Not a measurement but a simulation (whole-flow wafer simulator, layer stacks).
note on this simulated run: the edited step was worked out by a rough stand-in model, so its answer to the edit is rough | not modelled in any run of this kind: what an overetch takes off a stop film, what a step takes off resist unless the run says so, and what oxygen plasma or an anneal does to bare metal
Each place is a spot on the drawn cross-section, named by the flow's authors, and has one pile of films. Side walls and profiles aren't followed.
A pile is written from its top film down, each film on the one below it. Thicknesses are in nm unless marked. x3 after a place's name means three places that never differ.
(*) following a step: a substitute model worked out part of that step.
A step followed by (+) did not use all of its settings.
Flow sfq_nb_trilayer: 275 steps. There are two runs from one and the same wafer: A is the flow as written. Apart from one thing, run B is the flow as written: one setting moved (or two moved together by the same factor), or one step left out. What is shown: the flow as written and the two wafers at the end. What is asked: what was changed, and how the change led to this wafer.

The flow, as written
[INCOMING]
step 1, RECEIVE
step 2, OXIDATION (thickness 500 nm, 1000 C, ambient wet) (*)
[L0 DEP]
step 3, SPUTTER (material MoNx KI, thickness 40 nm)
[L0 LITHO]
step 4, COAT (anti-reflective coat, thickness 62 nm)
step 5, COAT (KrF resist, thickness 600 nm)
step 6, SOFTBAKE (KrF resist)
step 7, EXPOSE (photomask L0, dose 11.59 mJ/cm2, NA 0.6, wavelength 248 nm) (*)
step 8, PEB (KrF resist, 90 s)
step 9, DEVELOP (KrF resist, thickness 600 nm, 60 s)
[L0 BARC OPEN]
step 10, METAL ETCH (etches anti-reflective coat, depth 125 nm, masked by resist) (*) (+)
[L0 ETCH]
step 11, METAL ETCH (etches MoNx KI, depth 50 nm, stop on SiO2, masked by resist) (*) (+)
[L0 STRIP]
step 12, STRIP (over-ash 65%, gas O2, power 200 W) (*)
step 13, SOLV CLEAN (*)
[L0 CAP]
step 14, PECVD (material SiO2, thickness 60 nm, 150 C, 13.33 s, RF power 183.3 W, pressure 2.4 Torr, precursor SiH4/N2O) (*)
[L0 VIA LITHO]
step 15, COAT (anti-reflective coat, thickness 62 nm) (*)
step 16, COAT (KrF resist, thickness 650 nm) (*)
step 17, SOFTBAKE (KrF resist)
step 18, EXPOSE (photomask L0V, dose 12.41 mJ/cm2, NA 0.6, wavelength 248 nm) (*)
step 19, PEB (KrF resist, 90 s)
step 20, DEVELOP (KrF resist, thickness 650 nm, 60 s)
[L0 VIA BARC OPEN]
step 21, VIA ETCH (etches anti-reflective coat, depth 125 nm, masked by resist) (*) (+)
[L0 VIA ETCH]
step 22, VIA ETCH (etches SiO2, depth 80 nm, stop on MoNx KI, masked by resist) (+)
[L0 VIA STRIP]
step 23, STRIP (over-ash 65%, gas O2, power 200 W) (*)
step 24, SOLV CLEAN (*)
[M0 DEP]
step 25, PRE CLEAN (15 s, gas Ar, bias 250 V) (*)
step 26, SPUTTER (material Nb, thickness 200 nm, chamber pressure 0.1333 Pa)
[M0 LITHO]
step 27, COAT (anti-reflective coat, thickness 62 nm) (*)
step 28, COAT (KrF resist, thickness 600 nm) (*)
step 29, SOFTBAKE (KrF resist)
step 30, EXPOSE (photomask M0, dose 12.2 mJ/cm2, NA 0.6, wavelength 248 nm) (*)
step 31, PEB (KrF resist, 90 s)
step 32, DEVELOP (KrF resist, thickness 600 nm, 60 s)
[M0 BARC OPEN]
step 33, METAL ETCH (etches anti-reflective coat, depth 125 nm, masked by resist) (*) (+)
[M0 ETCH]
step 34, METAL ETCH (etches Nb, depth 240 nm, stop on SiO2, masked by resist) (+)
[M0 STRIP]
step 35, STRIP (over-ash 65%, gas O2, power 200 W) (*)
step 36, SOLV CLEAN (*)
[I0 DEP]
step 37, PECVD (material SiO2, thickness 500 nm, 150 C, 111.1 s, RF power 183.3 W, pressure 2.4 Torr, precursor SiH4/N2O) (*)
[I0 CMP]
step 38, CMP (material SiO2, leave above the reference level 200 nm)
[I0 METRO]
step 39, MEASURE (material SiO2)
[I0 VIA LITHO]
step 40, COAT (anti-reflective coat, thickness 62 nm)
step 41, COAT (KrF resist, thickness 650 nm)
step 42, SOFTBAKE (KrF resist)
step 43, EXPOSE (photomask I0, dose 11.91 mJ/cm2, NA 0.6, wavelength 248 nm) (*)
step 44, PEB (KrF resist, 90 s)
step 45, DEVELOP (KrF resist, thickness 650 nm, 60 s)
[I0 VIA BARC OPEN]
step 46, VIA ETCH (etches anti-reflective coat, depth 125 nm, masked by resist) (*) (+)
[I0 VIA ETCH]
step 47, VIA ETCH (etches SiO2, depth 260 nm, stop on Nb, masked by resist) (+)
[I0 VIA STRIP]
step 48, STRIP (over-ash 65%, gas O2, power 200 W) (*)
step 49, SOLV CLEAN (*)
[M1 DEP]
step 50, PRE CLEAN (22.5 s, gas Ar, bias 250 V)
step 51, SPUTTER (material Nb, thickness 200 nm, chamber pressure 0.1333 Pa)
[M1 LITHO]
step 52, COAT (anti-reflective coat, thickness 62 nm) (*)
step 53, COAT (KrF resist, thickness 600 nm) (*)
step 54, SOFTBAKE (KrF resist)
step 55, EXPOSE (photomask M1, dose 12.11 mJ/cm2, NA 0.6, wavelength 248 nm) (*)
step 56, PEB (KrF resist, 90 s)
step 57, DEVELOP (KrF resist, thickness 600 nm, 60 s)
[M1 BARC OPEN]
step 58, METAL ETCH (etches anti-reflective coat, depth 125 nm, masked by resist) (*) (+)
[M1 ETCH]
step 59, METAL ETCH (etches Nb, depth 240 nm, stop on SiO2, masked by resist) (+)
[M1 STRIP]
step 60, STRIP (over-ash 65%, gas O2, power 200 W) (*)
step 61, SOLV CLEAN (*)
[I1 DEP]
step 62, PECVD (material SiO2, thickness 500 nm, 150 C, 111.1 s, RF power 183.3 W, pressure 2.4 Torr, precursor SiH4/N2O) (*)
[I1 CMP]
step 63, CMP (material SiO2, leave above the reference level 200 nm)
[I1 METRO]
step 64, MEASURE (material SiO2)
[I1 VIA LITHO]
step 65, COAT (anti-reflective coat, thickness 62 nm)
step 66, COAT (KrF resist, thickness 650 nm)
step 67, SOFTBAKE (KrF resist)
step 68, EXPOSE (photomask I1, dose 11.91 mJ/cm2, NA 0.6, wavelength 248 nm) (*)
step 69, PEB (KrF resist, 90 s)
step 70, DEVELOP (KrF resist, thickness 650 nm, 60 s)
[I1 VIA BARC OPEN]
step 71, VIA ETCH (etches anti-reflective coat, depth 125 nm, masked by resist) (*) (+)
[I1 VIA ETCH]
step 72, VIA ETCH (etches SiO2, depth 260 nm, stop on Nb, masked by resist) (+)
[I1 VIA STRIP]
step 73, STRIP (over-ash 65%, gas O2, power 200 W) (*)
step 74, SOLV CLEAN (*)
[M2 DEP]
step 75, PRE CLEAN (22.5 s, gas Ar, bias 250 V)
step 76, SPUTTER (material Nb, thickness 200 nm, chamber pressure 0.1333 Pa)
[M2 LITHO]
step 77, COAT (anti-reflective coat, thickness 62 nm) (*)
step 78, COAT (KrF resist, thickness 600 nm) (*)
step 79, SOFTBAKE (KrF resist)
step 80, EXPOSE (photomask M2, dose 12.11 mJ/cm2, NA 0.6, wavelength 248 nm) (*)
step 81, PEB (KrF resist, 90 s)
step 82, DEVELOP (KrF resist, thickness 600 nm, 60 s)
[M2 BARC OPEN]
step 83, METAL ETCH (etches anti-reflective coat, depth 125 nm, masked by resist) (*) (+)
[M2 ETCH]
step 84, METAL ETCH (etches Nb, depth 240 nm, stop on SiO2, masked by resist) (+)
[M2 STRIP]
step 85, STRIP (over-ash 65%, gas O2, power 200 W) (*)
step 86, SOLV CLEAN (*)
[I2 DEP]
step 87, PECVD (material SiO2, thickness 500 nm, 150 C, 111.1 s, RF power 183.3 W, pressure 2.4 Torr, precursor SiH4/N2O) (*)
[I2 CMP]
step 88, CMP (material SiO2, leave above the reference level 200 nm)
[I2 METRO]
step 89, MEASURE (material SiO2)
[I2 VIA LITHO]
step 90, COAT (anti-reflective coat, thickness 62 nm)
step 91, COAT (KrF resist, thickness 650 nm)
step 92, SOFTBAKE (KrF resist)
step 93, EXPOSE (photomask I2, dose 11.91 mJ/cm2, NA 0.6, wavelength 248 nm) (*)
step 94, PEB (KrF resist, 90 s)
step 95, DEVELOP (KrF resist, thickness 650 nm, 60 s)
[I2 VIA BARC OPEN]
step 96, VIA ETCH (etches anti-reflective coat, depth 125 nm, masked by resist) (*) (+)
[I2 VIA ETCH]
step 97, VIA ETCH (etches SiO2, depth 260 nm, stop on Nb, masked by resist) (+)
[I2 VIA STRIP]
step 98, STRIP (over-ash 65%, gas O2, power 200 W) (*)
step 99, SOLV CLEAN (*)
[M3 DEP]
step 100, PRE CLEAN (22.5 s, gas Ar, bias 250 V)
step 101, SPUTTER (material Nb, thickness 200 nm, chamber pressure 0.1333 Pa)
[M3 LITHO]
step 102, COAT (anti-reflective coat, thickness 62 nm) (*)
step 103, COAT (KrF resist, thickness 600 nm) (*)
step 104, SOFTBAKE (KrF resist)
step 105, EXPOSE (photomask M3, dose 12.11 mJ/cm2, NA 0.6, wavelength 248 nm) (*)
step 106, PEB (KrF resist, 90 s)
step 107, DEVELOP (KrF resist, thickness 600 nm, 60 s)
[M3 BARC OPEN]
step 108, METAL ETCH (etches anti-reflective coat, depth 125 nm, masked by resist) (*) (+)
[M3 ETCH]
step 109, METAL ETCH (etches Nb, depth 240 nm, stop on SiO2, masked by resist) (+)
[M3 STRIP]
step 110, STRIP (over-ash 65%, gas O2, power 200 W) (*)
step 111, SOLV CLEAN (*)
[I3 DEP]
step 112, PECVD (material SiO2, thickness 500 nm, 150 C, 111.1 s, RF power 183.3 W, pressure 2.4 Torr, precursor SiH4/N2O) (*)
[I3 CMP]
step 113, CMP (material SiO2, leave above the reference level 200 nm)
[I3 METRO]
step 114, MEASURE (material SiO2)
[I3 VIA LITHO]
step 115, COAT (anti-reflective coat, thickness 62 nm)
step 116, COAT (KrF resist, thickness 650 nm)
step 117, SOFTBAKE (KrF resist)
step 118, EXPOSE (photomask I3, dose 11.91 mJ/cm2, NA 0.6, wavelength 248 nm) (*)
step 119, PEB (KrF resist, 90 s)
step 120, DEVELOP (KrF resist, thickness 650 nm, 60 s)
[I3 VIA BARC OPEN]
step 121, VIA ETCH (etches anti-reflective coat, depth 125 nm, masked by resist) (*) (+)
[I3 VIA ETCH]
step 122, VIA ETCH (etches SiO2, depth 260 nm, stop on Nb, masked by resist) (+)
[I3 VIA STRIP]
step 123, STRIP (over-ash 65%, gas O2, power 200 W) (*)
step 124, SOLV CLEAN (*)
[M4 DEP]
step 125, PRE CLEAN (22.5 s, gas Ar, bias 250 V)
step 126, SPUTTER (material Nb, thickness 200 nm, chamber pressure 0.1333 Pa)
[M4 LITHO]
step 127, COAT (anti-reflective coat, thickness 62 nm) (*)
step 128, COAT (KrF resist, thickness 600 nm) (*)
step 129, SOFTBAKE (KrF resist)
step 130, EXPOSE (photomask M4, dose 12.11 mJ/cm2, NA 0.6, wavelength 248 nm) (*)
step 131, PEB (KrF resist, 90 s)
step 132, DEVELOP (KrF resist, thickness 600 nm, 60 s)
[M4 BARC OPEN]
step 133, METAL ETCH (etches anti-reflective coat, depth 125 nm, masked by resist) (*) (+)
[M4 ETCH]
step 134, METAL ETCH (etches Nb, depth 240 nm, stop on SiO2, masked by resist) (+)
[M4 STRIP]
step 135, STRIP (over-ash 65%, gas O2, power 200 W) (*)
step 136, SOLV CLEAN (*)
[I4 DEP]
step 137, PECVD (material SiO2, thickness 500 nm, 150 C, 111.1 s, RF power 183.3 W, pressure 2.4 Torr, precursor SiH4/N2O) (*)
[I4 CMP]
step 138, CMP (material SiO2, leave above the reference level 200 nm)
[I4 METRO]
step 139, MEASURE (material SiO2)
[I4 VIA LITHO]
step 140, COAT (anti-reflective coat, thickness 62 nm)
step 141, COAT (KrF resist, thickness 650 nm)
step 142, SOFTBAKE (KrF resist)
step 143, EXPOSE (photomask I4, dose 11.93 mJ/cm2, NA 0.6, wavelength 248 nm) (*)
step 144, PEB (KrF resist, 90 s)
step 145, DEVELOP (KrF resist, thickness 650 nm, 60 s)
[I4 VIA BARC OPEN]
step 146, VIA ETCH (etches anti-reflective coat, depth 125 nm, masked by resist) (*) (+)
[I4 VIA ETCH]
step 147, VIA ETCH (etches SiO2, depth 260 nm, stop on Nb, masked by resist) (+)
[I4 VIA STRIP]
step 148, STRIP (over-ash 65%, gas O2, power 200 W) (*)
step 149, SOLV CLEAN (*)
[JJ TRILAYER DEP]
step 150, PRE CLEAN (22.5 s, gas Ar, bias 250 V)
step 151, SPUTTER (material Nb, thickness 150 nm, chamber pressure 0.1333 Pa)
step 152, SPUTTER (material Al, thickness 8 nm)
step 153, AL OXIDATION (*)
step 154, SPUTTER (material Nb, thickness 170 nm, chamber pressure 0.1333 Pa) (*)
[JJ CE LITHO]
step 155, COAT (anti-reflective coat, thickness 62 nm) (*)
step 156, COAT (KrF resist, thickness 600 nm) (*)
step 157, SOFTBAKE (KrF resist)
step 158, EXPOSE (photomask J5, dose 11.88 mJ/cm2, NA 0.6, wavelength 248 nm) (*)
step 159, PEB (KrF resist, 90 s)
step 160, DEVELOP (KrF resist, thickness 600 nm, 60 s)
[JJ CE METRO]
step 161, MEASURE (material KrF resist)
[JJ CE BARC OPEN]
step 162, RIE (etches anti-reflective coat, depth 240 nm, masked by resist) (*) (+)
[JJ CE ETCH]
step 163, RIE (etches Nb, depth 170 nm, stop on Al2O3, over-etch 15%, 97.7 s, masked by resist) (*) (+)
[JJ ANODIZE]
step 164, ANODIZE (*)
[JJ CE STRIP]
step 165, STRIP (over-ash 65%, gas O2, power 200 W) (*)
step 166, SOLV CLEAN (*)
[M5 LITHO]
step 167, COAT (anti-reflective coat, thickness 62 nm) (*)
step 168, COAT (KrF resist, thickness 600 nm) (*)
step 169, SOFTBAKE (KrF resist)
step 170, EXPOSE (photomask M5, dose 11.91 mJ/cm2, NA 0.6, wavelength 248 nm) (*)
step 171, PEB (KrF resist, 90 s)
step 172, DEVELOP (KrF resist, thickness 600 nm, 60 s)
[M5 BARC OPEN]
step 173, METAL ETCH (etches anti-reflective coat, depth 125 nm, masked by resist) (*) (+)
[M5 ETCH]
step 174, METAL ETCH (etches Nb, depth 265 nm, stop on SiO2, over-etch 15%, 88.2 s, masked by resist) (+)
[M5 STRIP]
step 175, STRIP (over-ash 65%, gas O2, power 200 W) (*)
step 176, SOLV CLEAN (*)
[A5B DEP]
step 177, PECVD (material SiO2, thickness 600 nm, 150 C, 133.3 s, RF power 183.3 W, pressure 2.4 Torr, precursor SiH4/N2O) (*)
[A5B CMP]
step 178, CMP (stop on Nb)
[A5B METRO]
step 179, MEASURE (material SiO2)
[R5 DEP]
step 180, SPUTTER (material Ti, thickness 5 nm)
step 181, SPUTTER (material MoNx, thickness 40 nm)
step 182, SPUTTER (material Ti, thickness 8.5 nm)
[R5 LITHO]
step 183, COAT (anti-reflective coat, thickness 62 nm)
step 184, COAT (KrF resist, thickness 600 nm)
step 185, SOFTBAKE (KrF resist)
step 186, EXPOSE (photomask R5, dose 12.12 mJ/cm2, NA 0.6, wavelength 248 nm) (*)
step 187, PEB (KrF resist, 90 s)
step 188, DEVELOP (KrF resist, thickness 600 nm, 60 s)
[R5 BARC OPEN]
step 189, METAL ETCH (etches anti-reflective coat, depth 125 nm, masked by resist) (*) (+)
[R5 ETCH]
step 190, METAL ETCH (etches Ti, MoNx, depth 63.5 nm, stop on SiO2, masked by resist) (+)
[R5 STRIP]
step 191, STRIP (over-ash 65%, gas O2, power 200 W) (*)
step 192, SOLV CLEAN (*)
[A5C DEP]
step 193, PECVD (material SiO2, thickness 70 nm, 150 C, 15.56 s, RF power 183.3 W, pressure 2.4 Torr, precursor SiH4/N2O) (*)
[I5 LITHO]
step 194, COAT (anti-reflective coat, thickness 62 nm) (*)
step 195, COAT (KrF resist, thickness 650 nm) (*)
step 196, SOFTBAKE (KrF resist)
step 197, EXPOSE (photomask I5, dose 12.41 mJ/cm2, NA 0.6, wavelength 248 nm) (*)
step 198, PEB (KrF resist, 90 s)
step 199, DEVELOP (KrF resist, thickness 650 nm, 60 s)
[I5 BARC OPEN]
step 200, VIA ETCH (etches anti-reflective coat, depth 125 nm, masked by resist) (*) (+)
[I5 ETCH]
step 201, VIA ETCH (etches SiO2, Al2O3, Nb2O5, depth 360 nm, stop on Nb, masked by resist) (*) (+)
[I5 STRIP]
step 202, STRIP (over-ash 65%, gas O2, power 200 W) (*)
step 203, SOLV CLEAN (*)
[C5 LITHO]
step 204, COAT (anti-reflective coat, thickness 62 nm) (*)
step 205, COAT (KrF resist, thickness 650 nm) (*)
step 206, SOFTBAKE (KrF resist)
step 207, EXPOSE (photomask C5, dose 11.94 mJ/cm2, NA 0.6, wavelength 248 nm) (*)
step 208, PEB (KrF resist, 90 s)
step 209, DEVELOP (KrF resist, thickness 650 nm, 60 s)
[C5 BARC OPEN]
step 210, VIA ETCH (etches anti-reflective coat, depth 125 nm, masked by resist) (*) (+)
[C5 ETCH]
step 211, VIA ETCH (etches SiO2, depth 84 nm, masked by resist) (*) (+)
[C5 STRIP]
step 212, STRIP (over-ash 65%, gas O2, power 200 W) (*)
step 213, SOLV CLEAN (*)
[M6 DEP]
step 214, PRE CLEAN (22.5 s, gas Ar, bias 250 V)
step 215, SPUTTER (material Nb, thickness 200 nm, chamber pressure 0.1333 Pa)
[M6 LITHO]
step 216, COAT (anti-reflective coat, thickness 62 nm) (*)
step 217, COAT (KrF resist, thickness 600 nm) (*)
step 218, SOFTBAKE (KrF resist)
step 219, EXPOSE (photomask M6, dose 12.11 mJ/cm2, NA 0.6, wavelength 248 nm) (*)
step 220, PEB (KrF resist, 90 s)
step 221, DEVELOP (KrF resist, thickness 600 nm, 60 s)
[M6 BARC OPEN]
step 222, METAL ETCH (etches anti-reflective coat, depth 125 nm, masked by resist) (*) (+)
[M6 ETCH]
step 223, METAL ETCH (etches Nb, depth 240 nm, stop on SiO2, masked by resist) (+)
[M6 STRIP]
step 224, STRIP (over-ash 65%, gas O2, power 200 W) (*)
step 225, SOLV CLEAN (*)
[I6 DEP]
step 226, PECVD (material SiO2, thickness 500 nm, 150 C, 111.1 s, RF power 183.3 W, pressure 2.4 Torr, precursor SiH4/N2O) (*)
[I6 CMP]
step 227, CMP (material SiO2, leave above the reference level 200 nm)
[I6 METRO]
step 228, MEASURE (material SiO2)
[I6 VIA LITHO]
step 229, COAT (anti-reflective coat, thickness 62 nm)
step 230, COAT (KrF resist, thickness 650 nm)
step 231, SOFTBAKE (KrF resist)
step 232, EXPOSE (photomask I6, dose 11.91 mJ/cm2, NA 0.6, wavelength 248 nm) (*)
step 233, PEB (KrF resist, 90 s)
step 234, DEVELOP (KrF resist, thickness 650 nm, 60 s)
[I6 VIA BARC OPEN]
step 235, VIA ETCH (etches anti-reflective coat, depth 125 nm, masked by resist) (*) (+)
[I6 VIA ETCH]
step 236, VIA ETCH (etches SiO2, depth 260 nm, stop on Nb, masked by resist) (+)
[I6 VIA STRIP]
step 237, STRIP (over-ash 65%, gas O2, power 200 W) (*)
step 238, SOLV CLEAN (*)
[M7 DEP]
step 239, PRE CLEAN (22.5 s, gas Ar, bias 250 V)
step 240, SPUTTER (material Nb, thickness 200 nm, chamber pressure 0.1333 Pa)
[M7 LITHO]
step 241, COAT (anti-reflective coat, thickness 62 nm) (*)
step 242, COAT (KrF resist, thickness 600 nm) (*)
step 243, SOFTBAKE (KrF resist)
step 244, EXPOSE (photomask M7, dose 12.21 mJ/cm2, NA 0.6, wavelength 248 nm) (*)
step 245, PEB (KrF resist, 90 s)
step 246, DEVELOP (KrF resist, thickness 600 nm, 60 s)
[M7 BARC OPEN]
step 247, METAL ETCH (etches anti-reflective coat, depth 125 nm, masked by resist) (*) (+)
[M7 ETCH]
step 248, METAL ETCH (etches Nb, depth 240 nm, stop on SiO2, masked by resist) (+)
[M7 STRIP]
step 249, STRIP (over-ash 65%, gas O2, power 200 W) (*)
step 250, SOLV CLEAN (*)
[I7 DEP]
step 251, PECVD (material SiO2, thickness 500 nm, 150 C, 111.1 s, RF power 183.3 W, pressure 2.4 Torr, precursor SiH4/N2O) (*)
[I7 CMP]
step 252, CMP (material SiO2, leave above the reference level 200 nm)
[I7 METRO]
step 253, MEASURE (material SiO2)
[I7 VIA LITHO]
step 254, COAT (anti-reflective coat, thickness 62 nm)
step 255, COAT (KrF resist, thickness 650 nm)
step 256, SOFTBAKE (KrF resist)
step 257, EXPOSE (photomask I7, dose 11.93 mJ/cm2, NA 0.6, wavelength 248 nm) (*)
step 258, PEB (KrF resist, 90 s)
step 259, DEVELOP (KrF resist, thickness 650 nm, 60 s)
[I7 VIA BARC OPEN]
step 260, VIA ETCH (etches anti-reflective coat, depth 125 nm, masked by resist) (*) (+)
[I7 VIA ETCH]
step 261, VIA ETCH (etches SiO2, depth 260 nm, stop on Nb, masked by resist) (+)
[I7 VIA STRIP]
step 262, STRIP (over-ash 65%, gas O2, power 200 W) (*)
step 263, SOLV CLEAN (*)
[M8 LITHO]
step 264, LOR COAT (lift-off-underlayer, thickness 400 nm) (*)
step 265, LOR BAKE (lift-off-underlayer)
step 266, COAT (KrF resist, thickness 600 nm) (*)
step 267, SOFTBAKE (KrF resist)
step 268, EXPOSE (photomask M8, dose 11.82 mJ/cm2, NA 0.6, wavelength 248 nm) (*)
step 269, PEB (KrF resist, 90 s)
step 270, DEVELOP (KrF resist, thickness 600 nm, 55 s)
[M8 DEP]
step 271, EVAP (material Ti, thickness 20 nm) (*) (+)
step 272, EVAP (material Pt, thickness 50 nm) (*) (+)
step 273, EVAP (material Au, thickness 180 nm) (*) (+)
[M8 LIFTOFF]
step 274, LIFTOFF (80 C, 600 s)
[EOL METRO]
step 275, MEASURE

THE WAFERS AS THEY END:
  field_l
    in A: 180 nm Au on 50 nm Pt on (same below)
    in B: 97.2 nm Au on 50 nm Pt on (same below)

What caused this: step 273, EVAP: thickness 97.2 nm was run, whereas the flow has thickness 180 nm.
One can read it off the wafer: field_l has Au 97.2, and step 273 as written asks for 180 nm.

The path from the change to this, step by step:
  step 273, EVAP (material Au, thickness 180 nm) (*) (+)
      field_l, v_sur, via_wl and 103 more: A Au gains 180 (new film) | B Au gains 97.2 (new film)
  step 274, LIFTOFF (80 C, 600 s)
      p4_fl, p4_fm, p4_w1 and 71 more: A Au loses 180 (all of it), Pt loses 50 (all of it), Ti loses 20 (all of it), KrF resist loses 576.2 (all of it), lift-off-underlayer loses 400 (all of it) | B Au loses 97.2 (all of it), Pt loses 50 (all of it), Ti loses 20 (all of it), KrF resist loses 576.2 (all of it), lift-off-underlayer loses 400 (all of it)
      c5j, ce_r: A Au loses 180 (all of it), Pt loses 50 (all of it), Ti loses 20 (all of it), KrF resist loses 573.3 (all of it), lift-off-underlayer loses 399.3 (all of it) | B Au loses 97.2 (all of it), Pt loses 50 (all of it), Ti loses 20 (all of it), KrF resist loses 573.3 (all of it), lift-off-underlayer loses 399.3 (all of it)
      (as well as at 19 more places)
